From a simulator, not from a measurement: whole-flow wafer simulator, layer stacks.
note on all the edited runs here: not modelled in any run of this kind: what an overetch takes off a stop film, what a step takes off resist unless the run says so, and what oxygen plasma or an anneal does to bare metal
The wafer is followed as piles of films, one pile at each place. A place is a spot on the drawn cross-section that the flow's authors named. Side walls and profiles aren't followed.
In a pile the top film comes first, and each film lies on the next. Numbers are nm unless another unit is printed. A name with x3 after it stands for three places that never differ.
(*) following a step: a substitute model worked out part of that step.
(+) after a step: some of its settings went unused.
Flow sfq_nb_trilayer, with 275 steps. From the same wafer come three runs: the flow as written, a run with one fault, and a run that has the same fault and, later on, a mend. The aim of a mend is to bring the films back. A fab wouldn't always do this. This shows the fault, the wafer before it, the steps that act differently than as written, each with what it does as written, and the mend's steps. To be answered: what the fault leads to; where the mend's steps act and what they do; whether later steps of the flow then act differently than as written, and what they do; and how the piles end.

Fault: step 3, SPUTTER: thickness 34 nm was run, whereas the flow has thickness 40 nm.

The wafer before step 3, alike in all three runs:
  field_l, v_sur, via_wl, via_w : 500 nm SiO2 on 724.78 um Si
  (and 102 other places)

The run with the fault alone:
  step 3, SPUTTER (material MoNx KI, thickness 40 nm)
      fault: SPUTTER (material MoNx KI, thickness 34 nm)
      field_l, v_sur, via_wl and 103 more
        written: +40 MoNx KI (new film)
        fault: +34 MoNx KI (new film)
  Steps further on in the flow that do not act as written (8 more steps, not shown, differ only slightly: by at most 2% or 0.5 nm, whichever is larger):
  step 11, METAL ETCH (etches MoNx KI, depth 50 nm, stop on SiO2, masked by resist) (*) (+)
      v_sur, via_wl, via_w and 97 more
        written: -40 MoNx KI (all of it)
        fault: -34 MoNx KI (all of it)
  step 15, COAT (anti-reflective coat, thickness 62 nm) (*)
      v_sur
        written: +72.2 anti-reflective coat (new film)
        fault: +70.7 anti-reflective coat (new film)
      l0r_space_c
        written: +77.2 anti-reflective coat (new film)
        fault: +75 anti-reflective coat (new film)
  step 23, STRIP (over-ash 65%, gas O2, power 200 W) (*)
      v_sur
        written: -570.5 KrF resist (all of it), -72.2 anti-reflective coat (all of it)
        fault: -568.7 KrF resist (all of it), -70.7 anti-reflective coat (all of it)
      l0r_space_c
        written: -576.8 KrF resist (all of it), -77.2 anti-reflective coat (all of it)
        fault: -574.2 KrF resist (all of it), -75 anti-reflective coat (all of it)
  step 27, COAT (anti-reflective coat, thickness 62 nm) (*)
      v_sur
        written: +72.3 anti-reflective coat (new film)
        fault: +70.8 anti-reflective coat (new film)
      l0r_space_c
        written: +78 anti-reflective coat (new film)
        fault: +75.5 anti-reflective coat (new film)
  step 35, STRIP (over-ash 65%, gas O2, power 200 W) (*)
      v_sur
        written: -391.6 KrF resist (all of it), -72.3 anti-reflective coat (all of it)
        fault: -390.1 KrF resist (all of it), -70.8 anti-reflective coat (all of it)
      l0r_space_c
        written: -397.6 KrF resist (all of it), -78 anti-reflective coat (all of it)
        fault: -395.3 KrF resist (all of it), -75.5 anti-reflective coat (all of it)
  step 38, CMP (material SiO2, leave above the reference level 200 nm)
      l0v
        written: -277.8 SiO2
        fault: -271.8 SiO2
  At field_l, l0_sur, l0v, l0r_line_l, l0r_line_c, l0r_line_r, the piles at the end differ from the flow's by more than 2% or 0.5 nm, whichever is larger.
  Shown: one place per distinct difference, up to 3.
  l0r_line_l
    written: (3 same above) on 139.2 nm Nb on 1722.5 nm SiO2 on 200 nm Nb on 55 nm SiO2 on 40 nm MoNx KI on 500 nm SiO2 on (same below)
    fault: (3 same above) on 139.2 nm Nb on 1728.5 nm SiO2 on 200 nm Nb on 55 nm SiO2 on 34 nm MoNx KI on 500 nm SiO2 on (same below)
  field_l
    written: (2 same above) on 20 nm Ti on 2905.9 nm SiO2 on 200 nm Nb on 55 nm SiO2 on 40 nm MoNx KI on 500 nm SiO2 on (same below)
    fault: (2 same above) on 20 nm Ti on 2911.9 nm SiO2 on 200 nm Nb on 55 nm SiO2 on 34 nm MoNx KI on 500 nm SiO2 on (same below)
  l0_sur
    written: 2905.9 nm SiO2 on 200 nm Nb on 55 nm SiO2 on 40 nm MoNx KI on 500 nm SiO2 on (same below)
    fault: 2911.9 nm SiO2 on 200 nm Nb on 55 nm SiO2 on 34 nm MoNx KI on 500 nm SiO2 on (same below)

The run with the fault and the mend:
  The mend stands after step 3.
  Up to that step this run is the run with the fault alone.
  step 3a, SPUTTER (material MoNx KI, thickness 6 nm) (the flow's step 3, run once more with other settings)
      field_l, v_sur, via_wl and 103 more
        +6 MoNx KI
  Later steps of the flow that are run all act as written at every place that is followed.
  The piles end the same as the flow's at every place that both follow.
